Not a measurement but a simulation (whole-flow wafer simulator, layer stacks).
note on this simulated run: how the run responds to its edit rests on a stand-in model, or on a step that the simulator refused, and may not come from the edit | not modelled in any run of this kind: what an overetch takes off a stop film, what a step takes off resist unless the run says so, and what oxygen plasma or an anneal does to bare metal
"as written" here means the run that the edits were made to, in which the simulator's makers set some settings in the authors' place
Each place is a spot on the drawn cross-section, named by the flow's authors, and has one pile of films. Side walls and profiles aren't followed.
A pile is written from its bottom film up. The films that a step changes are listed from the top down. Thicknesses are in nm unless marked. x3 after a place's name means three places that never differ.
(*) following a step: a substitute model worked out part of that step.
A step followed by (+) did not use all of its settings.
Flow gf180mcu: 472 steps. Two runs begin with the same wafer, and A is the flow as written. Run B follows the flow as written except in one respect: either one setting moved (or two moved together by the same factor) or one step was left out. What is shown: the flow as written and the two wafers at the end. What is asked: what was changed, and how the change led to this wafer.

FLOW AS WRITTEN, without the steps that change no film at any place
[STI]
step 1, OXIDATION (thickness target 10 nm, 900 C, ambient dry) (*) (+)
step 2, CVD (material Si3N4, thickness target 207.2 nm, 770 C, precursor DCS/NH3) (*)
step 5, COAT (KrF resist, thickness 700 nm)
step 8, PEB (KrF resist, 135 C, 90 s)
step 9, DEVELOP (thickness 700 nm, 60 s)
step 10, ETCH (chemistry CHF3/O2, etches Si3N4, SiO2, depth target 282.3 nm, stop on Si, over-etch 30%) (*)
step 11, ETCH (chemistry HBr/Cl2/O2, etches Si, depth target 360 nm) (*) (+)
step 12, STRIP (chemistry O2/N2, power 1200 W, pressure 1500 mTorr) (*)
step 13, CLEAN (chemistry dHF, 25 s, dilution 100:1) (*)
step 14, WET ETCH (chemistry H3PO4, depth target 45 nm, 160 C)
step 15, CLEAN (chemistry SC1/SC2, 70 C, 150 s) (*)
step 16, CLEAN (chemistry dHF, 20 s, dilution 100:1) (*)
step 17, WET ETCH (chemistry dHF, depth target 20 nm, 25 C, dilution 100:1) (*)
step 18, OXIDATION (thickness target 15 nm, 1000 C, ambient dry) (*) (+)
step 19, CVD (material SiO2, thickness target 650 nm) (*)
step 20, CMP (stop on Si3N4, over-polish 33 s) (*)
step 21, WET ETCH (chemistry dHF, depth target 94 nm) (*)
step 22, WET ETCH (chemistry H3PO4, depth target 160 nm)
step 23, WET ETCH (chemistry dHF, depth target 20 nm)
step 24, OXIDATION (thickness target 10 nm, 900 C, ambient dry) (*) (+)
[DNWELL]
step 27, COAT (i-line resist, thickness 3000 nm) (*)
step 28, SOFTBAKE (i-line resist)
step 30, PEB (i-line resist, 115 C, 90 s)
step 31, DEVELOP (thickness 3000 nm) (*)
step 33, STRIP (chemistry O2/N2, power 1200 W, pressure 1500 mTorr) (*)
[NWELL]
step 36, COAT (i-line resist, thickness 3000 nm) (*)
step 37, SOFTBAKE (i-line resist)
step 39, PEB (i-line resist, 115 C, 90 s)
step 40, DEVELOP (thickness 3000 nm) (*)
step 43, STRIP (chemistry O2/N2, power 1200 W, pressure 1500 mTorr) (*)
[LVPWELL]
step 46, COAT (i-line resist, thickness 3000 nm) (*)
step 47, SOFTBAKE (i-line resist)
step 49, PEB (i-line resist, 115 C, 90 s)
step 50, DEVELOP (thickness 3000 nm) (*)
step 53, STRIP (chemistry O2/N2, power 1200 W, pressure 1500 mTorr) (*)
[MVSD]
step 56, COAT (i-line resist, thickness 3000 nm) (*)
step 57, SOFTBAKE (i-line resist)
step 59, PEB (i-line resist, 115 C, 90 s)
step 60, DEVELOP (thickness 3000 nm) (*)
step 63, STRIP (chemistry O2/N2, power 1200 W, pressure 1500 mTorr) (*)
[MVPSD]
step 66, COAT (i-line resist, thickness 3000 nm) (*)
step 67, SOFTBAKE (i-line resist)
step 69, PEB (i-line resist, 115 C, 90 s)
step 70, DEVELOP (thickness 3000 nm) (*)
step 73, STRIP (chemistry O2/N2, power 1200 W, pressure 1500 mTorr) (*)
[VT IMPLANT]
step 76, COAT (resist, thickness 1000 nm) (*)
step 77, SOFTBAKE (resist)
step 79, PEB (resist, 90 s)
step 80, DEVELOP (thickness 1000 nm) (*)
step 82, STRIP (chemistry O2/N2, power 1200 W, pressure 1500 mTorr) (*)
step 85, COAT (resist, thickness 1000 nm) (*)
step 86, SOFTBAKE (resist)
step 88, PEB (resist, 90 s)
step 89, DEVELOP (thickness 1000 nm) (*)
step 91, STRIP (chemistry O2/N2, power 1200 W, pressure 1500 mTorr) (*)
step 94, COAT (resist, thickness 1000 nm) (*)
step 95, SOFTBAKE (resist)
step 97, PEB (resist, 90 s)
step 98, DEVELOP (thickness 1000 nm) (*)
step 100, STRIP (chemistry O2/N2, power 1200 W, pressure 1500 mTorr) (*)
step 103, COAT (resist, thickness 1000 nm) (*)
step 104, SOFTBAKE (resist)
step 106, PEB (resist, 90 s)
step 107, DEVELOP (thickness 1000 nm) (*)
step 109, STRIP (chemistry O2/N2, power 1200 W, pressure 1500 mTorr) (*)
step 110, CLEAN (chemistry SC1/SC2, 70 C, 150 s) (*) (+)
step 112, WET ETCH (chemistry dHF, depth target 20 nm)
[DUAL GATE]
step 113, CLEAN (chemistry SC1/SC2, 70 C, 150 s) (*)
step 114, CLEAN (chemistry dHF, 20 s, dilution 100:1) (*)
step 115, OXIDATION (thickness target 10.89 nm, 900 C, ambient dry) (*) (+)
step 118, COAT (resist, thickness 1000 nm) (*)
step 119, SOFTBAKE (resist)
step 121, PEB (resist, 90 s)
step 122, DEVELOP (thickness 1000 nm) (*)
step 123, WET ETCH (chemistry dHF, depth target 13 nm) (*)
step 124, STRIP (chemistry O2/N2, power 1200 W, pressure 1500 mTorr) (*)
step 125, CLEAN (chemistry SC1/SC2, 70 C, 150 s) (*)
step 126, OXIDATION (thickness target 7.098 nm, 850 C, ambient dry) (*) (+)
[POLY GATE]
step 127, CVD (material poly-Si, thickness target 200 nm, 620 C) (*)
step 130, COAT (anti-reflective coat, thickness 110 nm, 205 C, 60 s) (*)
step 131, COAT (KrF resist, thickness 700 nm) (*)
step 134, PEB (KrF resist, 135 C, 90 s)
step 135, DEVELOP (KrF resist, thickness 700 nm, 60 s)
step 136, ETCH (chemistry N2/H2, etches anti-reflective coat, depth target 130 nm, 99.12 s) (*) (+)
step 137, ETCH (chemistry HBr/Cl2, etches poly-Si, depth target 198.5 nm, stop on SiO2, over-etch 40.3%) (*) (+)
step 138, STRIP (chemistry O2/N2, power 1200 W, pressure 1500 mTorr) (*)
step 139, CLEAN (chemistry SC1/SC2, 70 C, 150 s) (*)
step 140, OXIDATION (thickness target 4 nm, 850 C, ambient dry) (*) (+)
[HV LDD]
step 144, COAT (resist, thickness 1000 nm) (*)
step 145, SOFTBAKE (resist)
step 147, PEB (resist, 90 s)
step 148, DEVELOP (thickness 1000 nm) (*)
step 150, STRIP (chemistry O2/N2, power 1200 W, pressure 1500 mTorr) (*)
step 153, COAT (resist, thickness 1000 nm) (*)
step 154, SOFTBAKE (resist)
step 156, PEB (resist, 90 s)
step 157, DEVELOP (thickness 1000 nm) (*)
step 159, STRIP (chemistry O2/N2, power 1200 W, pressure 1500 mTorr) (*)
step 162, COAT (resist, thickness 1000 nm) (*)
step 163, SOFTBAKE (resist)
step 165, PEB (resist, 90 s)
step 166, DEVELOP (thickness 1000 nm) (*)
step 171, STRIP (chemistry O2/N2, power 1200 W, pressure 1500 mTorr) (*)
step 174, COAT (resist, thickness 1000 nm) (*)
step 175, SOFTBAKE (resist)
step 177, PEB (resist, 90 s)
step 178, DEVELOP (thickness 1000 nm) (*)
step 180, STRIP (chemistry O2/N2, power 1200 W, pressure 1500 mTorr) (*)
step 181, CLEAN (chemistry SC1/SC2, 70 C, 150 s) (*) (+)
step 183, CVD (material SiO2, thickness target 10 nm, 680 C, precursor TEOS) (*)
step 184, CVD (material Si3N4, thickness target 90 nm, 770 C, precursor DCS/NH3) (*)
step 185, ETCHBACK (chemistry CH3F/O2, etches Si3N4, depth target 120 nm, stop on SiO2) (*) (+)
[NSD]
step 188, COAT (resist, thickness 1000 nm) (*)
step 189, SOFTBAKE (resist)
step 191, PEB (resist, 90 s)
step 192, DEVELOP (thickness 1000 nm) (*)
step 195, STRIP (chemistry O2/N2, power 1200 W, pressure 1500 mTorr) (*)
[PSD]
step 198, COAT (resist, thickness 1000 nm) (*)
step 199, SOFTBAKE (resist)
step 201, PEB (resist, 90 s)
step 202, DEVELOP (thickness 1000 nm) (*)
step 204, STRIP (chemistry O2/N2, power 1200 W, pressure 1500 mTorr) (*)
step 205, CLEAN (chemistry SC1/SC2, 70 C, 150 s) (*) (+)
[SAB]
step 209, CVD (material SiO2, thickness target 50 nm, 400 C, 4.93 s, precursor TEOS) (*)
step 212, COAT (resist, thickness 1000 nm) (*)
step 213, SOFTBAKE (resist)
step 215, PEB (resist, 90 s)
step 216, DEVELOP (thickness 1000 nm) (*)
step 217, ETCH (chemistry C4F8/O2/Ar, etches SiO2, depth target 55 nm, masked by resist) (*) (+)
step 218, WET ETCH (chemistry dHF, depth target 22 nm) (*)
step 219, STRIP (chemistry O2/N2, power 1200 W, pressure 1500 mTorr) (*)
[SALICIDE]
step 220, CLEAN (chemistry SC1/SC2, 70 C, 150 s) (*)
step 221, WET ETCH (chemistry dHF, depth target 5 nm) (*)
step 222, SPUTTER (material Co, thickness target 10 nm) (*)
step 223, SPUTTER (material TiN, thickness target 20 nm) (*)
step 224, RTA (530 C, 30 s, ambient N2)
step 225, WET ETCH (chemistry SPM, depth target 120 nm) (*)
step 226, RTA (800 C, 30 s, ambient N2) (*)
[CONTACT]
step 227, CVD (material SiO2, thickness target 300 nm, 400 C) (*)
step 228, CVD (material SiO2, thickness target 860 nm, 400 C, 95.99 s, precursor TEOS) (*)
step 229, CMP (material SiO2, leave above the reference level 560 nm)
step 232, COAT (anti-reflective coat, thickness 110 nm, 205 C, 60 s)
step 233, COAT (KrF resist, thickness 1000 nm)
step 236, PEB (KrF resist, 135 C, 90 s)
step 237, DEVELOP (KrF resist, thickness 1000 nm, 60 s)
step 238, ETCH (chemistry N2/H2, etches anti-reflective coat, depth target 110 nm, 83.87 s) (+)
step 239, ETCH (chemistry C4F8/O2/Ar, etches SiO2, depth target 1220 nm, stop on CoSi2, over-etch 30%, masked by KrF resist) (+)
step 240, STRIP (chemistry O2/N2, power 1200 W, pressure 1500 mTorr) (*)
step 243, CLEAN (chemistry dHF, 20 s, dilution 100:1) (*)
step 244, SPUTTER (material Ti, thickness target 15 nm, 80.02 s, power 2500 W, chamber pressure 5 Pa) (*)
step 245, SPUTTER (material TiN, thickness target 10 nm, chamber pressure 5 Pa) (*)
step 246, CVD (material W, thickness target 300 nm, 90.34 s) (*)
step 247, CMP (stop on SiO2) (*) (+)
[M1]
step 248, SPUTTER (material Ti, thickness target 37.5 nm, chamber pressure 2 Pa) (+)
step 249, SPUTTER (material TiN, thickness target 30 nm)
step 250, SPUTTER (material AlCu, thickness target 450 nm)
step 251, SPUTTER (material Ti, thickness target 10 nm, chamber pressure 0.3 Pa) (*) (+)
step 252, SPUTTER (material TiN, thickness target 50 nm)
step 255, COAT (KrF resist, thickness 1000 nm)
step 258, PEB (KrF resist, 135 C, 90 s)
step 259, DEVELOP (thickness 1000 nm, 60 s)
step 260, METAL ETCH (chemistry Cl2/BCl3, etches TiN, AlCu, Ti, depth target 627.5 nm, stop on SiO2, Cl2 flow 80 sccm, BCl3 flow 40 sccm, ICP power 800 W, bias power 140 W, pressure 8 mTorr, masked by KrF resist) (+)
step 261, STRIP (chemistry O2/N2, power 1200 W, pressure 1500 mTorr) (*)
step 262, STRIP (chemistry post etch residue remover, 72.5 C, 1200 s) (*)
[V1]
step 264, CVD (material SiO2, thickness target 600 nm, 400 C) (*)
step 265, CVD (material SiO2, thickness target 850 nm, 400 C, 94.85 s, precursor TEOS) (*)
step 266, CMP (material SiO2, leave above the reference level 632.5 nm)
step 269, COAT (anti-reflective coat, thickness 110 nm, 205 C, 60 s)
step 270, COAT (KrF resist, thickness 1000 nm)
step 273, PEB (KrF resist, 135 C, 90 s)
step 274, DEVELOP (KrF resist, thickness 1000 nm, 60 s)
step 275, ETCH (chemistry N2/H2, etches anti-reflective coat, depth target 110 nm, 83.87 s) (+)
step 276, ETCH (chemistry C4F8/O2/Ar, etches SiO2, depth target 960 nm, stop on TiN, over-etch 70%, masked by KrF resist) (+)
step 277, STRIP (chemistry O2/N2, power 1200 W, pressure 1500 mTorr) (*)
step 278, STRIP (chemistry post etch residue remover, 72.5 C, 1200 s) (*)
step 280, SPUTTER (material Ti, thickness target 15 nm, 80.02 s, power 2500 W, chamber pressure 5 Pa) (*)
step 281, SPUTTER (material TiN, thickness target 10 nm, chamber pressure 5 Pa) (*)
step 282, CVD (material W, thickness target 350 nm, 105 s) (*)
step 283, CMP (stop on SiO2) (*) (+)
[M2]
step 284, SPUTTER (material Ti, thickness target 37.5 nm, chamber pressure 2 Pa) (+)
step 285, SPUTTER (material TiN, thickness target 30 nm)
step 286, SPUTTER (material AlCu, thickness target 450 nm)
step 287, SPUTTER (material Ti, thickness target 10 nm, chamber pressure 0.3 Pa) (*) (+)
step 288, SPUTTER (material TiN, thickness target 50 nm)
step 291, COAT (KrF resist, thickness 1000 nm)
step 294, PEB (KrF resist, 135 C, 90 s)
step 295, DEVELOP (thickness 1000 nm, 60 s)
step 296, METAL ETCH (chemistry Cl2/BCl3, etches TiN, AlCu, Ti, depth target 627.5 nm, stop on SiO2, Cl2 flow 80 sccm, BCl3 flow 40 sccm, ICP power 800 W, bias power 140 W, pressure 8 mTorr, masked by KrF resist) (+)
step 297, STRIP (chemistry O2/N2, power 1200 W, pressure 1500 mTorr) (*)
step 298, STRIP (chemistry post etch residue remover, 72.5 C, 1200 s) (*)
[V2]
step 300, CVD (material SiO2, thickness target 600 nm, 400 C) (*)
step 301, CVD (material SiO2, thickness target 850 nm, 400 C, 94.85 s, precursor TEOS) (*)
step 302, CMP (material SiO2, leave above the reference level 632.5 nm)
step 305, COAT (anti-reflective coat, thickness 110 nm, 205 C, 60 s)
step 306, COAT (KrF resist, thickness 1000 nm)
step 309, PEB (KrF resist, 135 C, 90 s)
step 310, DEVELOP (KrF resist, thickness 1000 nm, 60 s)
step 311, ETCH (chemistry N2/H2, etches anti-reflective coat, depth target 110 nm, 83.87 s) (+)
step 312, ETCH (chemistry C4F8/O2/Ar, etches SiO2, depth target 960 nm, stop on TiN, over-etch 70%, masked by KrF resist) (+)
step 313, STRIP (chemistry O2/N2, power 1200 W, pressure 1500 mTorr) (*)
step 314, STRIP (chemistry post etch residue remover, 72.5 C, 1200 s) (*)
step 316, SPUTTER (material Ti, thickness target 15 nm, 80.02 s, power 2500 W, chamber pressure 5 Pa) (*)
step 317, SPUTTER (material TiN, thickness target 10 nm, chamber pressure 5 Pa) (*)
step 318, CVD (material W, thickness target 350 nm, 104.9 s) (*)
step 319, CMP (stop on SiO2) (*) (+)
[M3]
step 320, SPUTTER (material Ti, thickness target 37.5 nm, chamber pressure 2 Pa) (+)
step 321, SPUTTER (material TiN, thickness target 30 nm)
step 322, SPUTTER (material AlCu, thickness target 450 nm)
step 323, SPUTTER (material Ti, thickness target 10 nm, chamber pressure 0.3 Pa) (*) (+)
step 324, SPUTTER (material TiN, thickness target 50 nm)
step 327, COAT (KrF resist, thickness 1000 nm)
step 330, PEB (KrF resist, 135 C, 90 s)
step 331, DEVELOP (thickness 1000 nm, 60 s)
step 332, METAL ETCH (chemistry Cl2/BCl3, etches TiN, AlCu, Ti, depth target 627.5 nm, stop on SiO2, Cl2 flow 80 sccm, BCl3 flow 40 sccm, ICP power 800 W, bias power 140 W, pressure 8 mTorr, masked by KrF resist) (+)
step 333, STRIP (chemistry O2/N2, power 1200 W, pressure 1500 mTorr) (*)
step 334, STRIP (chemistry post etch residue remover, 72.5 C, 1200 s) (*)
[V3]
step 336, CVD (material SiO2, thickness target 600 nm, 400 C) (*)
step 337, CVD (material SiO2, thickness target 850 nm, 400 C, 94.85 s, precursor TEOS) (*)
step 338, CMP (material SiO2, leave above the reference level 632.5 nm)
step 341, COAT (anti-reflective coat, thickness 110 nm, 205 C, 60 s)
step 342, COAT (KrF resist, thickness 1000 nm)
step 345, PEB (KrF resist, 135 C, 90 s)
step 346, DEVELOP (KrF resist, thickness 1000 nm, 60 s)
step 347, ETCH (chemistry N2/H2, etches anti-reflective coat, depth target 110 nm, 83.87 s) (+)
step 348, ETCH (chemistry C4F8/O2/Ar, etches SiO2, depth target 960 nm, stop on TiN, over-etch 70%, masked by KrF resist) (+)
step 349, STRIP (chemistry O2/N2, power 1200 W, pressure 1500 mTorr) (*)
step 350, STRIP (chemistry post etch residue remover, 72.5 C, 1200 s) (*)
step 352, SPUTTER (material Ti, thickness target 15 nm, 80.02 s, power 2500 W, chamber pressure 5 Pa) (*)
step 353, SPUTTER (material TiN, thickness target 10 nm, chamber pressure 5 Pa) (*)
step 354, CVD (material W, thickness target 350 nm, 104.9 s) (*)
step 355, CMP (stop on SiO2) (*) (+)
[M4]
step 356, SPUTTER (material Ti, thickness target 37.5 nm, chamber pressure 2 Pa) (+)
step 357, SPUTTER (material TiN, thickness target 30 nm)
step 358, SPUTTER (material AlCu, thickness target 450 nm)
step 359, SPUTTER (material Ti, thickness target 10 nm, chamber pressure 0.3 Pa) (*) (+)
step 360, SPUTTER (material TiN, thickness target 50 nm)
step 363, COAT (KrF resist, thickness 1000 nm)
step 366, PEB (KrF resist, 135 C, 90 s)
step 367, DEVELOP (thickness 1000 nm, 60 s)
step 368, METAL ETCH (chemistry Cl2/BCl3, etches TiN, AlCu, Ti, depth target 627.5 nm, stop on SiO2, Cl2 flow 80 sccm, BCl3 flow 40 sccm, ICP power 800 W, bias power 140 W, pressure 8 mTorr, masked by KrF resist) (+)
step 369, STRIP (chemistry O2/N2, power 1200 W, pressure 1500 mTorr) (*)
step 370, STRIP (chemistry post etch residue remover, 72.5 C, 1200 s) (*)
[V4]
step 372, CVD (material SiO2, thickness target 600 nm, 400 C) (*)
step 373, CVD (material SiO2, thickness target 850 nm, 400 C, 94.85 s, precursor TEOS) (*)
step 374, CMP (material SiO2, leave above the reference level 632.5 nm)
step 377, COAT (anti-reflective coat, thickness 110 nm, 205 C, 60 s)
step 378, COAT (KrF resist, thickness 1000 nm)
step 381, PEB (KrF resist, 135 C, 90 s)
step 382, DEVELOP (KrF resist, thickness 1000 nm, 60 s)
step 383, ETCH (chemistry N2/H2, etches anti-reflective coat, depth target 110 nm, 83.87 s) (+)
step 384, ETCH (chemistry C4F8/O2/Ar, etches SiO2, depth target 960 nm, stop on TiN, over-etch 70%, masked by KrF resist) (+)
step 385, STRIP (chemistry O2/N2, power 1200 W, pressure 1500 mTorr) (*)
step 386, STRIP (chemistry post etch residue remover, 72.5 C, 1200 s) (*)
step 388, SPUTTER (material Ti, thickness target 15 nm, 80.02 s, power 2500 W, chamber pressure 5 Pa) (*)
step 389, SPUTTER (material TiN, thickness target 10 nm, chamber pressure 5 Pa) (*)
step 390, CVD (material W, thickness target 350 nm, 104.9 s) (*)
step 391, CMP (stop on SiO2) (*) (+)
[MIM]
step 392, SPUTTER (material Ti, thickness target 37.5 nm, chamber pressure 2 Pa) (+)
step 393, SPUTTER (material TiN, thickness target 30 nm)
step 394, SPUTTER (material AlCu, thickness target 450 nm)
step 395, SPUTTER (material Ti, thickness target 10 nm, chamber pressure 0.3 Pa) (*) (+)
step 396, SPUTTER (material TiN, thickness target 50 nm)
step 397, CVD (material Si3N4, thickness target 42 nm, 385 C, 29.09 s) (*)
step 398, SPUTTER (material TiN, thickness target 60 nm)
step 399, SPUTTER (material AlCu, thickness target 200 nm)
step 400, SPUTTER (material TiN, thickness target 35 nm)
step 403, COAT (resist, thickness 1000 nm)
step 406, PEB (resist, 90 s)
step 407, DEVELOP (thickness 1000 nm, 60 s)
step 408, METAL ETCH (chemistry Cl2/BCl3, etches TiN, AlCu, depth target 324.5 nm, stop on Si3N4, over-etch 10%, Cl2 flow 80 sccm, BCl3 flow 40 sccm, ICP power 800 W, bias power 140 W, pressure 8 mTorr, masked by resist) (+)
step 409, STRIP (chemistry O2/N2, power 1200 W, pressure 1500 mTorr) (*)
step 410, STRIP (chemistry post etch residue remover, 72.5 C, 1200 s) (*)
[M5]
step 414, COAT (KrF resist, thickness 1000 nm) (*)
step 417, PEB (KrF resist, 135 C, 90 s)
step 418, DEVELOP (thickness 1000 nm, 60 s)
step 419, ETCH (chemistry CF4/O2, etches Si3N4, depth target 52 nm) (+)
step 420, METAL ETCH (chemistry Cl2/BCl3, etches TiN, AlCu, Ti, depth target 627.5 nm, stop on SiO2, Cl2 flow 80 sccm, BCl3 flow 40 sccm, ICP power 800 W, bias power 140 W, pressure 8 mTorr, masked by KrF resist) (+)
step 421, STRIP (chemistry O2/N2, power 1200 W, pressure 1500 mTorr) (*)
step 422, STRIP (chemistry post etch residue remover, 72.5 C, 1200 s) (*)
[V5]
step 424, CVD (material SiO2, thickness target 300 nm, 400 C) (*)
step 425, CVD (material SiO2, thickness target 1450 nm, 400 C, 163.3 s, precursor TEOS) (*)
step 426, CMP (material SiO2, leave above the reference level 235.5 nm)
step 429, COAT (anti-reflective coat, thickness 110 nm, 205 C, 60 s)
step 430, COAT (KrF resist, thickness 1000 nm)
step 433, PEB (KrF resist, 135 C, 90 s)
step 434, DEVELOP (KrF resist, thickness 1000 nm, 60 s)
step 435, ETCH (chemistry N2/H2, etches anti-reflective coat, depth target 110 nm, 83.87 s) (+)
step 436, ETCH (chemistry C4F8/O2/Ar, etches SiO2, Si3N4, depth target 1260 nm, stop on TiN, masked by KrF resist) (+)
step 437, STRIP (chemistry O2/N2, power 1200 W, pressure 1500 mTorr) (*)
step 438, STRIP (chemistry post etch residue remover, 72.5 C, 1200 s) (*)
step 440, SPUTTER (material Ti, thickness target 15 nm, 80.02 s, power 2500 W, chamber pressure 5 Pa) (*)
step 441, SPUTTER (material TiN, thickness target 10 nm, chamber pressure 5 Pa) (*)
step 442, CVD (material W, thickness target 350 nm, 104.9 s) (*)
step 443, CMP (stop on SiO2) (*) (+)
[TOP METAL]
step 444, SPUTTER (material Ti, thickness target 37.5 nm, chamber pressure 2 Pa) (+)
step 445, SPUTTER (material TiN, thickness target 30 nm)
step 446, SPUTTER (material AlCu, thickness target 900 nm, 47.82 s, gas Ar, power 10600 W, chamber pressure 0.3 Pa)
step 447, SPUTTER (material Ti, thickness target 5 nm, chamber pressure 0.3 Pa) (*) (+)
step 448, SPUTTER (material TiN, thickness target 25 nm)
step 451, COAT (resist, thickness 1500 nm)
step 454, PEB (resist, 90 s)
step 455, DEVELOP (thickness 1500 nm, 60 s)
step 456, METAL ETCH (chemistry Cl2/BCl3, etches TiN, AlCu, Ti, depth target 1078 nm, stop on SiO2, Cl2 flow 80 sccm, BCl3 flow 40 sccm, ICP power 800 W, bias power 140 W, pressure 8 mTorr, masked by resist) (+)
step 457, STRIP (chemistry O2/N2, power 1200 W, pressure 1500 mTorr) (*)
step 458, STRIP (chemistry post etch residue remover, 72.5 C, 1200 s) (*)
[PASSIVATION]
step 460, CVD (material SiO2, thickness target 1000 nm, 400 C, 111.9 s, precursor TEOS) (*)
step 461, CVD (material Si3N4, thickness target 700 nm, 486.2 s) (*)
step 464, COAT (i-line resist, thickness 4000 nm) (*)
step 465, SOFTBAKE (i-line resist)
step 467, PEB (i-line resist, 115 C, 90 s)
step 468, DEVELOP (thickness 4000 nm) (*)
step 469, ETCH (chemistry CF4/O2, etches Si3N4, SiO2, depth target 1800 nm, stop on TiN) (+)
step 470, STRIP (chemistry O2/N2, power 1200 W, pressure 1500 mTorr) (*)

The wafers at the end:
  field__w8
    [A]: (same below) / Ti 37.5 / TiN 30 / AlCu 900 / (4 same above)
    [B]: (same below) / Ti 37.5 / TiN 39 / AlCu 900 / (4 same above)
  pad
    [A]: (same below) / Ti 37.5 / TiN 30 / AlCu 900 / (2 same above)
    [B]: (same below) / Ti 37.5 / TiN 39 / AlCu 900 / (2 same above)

Cause: step 445, SPUTTER: thickness target 39 nm was run, while the flow as written has thickness target 30 nm.
One can read it off the wafer: field__w8 has TiN 39, and step 445 as written asks for 30 nm.

Step by step, how the change led to this:
  step 445, SPUTTER (material TiN, thickness target 30 nm)
      field, field__w1, field__w2 and 109 more: A TiN gains 30 (new film) | B TiN gains 39 (new film)
  step 456, METAL ETCH (chemistry Cl2/BCl3, etches TiN, AlCu, Ti, depth target 1078 nm, stop on SiO2, Cl2 flow 80 sccm, BCl3 flow 40 sccm, ICP power 800 W, bias power 140 W, pressure 8 mTorr, masked by resist) (+)
      field, field__w1, field__w2 and 103 more: A TiN loses 25 (all of it), Ti loses 5 (all of it), AlCu loses 900 (all of it), TiN loses 30 (all of it), Ti loses 37.5 (all of it) | B TiN loses 25 (all of it), Ti loses 5 (all of it), AlCu loses 900 (all of it), TiN loses 39 (all of it), Ti loses 37.5 (all of it)
  step 465, SOFTBAKE (i-line resist)
      field__w5, field__w9: A i-line resist gains 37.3 | B i-line resist gains 30.6
      field__w11, field__w13: A i-line resist gains 37.9 | B i-line resist gains 31.7
      (and at 56 other places as well)
